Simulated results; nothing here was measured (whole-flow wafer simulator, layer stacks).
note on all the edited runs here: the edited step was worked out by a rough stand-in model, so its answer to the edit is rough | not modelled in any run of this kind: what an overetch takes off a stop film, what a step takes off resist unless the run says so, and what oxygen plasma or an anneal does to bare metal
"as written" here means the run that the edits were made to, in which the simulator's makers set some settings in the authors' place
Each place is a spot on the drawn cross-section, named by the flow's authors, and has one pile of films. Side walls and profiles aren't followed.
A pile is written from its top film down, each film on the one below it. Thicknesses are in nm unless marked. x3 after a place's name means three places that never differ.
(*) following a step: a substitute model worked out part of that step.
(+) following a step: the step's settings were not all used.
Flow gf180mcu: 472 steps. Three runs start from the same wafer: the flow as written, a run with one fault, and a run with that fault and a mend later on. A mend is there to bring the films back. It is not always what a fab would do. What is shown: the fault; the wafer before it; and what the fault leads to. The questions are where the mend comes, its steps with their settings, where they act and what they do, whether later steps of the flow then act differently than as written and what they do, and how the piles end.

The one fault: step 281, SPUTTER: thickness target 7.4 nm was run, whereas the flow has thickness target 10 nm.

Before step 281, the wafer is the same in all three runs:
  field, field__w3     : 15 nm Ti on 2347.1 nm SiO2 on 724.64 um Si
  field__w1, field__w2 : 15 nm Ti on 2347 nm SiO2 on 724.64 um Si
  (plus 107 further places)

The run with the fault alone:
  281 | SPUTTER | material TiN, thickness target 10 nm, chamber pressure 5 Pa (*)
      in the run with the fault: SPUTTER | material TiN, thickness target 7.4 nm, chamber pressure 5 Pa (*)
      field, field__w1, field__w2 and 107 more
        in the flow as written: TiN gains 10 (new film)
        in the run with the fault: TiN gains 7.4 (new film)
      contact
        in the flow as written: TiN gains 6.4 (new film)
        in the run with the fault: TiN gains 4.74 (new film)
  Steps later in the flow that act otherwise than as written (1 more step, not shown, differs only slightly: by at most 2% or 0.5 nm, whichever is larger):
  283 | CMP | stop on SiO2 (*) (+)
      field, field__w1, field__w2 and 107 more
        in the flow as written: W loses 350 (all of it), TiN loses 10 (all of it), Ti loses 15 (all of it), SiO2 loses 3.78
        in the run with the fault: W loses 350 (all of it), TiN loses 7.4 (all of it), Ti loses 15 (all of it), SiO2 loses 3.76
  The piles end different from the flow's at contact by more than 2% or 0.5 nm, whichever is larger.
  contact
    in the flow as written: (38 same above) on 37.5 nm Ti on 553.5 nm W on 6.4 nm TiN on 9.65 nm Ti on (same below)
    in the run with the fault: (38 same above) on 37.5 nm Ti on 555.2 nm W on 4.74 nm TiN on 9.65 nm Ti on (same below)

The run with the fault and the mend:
  The mend follows step 281.
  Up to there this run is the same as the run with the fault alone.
  281a | SPUTTER | material TiN, thickness target 2.6 nm, chamber pressure 5 Pa (*) (a further turn of the flow's step 281, with different settings)
      field, field__w1, field__w2 and 107 more
        TiN gains 2.6
      contact
        TiN gains 1.66
  None of the later steps of the flow acts differently than as written at any place that is followed.
  At every place that both follow, the piles at the end match the flow's.
